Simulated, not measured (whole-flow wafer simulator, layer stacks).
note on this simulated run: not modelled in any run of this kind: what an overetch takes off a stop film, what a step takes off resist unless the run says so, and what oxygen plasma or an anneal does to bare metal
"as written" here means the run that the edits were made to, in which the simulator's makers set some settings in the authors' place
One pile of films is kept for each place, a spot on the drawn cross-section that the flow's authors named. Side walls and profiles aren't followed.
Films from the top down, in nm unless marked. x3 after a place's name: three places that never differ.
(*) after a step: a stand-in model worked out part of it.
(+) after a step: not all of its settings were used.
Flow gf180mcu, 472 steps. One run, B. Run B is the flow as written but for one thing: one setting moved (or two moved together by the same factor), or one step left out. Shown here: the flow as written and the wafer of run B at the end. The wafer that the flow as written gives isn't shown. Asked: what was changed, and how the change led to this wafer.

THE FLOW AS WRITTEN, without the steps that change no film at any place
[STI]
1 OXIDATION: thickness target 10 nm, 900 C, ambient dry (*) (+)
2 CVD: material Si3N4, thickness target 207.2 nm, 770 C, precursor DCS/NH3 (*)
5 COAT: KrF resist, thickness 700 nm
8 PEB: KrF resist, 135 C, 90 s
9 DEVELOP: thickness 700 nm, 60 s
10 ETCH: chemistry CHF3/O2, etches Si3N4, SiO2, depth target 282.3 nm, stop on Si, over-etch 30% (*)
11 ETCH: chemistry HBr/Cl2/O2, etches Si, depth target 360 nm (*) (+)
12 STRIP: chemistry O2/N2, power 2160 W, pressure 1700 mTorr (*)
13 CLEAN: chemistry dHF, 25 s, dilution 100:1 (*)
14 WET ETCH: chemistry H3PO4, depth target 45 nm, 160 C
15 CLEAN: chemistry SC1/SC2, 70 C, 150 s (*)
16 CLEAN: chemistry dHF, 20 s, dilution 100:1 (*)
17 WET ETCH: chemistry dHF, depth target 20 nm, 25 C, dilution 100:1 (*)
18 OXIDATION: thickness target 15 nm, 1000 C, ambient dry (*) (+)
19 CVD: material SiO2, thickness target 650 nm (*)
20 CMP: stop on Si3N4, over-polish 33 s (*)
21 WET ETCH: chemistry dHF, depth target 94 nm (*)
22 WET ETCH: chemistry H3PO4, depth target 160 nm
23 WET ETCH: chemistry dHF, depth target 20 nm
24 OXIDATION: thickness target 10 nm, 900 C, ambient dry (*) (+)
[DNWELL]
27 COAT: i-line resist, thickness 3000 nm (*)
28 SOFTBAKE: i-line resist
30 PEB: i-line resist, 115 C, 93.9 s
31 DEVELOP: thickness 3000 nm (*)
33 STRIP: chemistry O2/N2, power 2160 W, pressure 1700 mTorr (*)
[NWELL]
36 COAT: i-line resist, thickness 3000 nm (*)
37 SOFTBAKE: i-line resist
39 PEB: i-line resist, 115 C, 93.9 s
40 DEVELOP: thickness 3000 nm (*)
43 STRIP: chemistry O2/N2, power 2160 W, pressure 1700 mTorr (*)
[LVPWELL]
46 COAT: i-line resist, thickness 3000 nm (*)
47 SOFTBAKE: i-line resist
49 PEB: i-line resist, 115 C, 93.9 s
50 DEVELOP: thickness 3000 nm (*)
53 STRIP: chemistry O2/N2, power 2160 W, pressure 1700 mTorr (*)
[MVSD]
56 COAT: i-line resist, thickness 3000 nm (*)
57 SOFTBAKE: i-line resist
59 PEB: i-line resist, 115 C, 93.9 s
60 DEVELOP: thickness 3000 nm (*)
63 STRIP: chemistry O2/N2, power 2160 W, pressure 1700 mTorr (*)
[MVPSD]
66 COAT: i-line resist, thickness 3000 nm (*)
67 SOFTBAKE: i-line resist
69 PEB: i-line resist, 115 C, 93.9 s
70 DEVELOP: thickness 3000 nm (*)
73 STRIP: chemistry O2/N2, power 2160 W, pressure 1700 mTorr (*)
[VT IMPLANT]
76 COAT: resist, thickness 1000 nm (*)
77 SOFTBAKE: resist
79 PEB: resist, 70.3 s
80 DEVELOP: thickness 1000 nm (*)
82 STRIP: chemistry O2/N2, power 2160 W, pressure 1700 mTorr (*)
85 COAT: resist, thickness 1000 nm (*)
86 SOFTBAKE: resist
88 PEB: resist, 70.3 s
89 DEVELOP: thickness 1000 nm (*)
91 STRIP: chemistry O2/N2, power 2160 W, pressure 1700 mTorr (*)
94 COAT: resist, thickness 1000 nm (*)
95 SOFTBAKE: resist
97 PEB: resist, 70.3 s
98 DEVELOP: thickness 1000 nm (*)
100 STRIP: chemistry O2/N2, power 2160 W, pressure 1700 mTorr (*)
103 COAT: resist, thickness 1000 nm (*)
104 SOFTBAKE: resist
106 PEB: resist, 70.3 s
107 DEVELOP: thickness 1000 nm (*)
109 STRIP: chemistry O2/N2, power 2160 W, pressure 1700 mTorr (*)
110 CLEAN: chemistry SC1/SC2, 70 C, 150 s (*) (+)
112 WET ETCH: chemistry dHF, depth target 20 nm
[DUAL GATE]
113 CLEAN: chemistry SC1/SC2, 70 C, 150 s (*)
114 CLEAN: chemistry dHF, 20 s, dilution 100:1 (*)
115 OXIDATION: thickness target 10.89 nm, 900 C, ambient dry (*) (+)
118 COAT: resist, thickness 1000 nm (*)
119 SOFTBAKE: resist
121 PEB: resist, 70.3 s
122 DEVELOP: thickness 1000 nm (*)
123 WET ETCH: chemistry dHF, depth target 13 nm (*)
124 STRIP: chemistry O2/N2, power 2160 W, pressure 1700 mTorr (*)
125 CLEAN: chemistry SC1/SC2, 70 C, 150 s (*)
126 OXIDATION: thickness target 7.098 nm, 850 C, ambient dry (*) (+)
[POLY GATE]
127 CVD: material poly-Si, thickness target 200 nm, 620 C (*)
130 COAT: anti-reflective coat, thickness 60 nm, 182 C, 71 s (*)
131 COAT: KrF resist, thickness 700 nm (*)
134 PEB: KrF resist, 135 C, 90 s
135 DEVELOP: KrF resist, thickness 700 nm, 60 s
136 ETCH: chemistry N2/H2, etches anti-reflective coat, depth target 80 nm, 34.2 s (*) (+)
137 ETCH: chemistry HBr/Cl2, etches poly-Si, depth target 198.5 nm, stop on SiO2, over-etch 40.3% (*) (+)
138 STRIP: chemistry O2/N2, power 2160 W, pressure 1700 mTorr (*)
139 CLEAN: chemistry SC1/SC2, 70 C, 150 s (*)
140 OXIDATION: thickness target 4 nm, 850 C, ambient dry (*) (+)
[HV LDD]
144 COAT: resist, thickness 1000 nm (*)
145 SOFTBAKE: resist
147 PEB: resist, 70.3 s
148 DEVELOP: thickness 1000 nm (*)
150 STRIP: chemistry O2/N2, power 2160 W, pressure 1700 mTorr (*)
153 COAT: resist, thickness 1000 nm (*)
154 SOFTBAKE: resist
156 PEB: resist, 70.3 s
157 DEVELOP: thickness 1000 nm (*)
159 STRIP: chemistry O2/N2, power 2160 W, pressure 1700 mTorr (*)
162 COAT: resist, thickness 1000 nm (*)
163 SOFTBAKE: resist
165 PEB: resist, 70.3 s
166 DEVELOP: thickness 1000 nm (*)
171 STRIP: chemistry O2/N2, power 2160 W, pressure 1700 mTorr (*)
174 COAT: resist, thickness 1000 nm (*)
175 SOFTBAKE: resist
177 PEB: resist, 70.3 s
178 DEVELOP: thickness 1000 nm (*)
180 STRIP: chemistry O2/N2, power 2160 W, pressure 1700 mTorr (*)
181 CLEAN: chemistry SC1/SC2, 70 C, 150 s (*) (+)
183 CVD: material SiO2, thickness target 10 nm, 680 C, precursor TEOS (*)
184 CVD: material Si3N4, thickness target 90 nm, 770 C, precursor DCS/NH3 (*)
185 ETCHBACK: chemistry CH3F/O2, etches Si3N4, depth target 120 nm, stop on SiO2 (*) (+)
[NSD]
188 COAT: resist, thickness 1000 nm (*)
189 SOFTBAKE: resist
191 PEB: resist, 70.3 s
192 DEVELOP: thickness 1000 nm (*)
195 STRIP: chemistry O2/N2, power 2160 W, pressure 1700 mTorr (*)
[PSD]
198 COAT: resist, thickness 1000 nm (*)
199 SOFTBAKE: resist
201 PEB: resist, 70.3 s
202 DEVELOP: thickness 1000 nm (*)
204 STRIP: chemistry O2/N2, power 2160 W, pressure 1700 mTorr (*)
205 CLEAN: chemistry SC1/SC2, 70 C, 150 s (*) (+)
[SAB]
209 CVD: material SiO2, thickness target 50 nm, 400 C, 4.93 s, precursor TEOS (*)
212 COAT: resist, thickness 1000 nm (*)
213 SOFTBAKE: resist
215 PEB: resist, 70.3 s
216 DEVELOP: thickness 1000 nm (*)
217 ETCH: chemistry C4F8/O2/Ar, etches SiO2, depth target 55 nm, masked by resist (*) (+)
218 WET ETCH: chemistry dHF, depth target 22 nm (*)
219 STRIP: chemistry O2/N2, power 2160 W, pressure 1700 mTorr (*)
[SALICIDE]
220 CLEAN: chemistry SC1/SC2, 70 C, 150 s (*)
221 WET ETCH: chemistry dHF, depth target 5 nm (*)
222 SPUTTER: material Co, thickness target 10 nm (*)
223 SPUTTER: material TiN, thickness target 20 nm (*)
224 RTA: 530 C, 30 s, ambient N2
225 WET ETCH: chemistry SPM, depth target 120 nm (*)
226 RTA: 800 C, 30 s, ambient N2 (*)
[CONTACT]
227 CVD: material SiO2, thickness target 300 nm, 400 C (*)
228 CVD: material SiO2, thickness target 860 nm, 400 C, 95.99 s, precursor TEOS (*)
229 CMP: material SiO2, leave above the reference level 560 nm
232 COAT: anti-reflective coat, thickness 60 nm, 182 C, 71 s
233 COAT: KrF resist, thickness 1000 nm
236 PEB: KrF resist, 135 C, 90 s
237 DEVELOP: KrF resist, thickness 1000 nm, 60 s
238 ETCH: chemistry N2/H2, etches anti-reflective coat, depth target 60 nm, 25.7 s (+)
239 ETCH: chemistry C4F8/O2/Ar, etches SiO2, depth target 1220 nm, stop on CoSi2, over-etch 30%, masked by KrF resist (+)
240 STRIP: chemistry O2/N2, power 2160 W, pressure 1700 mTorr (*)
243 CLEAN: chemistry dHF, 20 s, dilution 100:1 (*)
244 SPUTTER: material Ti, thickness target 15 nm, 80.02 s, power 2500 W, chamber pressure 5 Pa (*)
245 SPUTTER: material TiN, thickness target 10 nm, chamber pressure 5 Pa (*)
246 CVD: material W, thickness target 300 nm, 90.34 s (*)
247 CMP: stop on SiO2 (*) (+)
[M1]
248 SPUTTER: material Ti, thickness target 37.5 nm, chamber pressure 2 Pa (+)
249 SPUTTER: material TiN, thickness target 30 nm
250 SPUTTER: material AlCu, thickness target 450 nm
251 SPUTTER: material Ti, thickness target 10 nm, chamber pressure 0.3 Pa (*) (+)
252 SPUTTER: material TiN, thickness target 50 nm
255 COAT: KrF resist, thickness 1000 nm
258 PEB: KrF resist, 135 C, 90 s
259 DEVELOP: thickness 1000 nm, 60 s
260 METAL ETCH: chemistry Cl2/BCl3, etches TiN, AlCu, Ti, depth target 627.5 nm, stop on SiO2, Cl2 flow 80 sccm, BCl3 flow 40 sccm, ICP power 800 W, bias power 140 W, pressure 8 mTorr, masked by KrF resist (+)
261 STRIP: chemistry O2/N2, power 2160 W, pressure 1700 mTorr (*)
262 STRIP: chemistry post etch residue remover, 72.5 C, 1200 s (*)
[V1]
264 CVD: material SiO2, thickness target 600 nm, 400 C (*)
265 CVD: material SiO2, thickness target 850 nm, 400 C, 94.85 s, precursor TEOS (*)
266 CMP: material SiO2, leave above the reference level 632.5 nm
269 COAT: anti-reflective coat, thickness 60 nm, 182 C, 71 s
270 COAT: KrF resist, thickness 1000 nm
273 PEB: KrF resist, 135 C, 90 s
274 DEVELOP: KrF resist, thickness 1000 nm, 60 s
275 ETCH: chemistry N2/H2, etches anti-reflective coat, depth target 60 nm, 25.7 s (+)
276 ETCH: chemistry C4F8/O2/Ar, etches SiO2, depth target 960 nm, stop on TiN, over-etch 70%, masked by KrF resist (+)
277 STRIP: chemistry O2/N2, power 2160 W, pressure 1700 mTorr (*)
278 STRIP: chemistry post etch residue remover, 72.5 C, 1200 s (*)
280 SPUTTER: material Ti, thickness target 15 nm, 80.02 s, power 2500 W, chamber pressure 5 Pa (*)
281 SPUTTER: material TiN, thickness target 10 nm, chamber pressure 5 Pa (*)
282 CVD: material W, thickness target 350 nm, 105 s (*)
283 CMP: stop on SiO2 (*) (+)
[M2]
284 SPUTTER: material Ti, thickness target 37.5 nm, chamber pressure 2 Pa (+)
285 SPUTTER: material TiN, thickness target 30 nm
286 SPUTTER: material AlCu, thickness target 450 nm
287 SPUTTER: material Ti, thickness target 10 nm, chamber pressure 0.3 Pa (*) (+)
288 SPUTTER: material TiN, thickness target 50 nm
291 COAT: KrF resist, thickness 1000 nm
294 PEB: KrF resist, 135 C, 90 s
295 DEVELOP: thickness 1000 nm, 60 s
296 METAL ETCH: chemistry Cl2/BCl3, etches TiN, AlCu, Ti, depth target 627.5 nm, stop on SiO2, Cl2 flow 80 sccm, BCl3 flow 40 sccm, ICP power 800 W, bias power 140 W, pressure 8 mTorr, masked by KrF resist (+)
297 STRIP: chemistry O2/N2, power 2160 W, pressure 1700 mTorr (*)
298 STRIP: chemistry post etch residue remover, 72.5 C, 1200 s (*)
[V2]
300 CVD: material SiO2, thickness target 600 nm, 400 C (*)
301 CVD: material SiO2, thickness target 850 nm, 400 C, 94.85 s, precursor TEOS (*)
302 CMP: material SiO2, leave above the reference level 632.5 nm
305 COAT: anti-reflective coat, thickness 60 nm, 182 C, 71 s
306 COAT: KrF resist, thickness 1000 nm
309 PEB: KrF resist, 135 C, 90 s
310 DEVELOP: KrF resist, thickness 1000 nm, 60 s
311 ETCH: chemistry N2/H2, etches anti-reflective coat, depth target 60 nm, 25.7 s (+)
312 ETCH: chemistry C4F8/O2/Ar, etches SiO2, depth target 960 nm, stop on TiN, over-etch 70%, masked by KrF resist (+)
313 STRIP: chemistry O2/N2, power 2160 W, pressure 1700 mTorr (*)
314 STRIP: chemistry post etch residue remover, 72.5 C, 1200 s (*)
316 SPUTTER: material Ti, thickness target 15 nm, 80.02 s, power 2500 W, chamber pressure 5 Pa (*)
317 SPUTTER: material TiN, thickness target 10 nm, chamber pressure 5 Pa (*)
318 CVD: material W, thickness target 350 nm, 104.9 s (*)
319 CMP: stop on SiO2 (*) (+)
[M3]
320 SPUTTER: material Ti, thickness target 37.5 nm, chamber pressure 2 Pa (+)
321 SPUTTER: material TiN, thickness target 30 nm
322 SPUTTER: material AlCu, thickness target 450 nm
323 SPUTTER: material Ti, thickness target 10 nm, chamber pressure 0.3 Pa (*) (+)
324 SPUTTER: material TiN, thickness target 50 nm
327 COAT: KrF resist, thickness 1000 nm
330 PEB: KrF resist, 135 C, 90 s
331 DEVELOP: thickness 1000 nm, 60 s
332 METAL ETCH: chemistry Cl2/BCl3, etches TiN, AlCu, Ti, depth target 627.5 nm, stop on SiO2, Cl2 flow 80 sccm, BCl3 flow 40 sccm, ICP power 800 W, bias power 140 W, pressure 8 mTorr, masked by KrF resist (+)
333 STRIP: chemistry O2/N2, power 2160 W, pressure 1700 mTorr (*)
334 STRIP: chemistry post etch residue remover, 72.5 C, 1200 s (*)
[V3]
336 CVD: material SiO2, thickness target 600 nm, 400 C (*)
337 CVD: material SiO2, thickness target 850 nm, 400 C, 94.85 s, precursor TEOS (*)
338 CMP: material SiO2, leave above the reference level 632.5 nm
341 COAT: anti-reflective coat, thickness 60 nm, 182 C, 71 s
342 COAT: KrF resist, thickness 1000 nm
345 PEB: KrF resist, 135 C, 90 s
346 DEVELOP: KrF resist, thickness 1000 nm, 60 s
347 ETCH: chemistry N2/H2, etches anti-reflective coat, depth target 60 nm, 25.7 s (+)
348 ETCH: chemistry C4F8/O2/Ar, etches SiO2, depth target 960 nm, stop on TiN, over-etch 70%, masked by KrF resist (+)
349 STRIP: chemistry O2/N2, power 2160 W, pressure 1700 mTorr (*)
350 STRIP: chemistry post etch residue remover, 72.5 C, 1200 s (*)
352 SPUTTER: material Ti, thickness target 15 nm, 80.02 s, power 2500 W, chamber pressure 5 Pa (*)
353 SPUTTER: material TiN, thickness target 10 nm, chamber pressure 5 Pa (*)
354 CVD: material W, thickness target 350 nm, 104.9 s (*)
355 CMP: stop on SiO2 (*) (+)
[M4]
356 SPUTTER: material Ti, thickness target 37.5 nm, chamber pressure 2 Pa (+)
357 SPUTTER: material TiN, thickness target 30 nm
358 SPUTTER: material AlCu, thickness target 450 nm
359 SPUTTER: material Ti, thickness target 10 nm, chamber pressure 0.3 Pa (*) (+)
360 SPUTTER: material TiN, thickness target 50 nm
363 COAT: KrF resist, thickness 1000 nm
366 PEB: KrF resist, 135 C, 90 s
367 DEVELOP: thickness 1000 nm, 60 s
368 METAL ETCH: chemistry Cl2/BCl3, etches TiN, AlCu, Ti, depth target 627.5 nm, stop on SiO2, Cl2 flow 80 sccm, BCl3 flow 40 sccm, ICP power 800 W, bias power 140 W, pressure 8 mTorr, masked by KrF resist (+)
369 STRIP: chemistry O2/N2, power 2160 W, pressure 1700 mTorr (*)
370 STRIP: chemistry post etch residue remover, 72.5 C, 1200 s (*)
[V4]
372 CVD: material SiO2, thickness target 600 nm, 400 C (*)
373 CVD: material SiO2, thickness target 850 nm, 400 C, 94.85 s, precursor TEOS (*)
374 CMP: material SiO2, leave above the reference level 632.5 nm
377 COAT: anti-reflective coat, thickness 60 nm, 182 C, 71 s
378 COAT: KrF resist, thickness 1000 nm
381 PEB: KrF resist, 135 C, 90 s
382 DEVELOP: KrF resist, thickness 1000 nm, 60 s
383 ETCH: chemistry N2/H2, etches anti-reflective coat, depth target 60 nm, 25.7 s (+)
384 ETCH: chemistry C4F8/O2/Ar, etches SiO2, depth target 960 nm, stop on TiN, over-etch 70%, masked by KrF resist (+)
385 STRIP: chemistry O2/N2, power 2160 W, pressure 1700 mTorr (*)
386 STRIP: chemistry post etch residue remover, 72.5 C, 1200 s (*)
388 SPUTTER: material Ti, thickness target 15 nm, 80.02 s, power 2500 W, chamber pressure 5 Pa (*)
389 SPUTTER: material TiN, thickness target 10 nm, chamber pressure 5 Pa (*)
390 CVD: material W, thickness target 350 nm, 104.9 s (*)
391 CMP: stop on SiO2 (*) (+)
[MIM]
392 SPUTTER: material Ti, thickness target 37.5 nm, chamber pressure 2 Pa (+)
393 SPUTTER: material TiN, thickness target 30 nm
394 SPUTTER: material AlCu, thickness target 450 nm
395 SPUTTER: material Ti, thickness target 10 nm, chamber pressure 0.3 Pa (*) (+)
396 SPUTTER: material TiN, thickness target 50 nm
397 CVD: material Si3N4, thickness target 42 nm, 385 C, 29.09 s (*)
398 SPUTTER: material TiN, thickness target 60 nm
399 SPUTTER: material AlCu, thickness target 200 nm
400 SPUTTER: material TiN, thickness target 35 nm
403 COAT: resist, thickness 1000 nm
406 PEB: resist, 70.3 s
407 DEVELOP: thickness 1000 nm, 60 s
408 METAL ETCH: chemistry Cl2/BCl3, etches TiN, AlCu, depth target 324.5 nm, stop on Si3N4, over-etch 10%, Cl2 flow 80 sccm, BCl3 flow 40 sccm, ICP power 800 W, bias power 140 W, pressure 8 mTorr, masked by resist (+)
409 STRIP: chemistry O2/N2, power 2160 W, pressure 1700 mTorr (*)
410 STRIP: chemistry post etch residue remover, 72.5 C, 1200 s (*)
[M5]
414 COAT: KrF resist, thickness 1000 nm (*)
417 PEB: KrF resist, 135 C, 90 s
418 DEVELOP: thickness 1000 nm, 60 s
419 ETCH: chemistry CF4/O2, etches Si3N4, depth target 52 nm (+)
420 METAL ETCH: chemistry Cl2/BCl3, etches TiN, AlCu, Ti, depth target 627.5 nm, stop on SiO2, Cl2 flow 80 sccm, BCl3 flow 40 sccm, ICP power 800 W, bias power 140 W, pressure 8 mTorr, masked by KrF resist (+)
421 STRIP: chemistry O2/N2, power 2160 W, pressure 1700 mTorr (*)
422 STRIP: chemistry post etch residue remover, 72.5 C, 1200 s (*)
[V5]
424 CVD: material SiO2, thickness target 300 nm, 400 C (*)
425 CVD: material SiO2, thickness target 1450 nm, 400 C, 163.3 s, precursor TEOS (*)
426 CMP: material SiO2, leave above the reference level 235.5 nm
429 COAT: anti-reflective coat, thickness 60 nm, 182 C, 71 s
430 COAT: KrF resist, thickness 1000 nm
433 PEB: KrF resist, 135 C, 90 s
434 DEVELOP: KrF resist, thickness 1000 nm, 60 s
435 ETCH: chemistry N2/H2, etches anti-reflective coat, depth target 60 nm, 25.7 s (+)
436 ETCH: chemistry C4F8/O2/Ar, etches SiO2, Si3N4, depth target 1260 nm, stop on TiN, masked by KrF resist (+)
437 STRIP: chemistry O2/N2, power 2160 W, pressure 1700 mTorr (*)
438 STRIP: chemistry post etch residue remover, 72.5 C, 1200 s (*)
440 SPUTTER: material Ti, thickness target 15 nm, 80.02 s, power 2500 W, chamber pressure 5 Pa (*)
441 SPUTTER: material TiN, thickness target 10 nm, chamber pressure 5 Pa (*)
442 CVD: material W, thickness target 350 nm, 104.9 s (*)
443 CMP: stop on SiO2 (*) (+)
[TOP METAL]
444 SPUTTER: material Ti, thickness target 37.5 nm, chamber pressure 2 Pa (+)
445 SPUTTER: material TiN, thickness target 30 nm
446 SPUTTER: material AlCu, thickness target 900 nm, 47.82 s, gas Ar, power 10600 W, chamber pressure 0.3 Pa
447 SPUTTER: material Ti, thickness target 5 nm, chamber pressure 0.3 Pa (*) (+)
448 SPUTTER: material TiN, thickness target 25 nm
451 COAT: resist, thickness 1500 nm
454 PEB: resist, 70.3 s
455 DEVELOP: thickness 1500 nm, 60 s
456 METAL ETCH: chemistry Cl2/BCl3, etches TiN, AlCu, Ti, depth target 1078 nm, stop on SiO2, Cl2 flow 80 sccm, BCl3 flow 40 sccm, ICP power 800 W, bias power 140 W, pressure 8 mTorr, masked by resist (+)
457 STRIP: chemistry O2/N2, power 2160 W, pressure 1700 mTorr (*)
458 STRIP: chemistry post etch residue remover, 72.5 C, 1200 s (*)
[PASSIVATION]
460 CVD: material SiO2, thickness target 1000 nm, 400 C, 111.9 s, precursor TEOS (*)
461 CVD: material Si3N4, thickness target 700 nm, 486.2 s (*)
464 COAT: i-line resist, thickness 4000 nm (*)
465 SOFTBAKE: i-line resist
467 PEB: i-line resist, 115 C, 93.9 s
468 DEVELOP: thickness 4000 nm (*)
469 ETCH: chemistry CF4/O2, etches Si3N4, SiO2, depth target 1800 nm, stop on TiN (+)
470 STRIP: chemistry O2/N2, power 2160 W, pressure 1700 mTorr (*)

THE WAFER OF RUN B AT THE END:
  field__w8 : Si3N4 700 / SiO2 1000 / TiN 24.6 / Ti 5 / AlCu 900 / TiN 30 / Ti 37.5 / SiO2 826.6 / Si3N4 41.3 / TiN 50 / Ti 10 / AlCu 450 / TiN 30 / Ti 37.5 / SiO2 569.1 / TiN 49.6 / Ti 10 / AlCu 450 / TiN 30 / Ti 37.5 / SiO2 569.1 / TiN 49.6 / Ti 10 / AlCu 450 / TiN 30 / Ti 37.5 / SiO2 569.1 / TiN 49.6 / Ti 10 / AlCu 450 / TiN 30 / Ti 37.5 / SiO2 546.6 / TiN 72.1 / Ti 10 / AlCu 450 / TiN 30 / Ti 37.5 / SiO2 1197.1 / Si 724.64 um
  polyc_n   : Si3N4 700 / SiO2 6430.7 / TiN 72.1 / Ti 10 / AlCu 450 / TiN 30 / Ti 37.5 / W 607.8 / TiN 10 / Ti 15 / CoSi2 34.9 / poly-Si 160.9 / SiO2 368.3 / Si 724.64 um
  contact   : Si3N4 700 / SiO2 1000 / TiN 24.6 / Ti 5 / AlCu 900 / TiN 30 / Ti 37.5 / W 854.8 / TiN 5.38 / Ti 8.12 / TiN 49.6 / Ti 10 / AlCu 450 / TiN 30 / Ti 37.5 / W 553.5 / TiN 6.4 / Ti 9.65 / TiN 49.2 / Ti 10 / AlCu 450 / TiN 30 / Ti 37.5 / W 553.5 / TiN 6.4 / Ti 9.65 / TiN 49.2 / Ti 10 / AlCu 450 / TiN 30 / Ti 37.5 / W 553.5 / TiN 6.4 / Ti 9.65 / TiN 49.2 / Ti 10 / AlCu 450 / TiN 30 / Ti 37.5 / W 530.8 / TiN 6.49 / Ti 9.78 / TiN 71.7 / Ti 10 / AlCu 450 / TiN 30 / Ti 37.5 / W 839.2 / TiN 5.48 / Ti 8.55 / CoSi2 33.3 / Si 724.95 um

The cause: step 252, SPUTTER: thickness target 72.5 nm was run, where the flow has thickness target 50 nm.

How the change led to this, step by step:
  252 SPUTTER: material TiN, thickness target 50 nm
      field, field__w1, field__w2 and 108 more: TiN +72.5 (new film) (as written it would be: TiN +50 (new film))
  260 METAL ETCH: chemistry Cl2/BCl3, etches TiN, AlCu, Ti, depth target 627.5 nm, stop on SiO2, Cl2 flow 80 sccm, BCl3 flow 40 sccm, ICP power 800 W, bias power 140 W, pressure 8 mTorr, masked by KrF resist (+)
      field, field__w1, field__w2 and 99 more: TiN -72.5 (all of it), Ti -10 (all of it), AlCu -450 (all of it), TiN -30 (all of it), Ti -37.5 (all of it) (as written it would be: TiN -50 (all of it), Ti -10 (all of it), AlCu -450 (all of it), TiN -30 (all of it), Ti -37.5 (all of it))
  266 CMP: material SiO2, leave above the reference level 632.5 nm
      field__w8, contact, m1 and 6 more: SiO2 -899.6 (as written it would be: SiO2 -877.1)
  276 ETCH: chemistry C4F8/O2/Ar, etches SiO2, depth target 960 nm, stop on TiN, over-etch 70%, masked by KrF resist (+)
      field, field__w1, field__w2 and 107 more: KrF resist -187 (as written it would be: KrF resist -192)
      contact: SiO2 -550 (all of it) (as written it would be: SiO2 -572.5 (all of it))
  282 CVD: material W, thickness target 350 nm, 105 s (*)
      contact: W +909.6 (new film) (as written it would be: W +932.3 (new film))
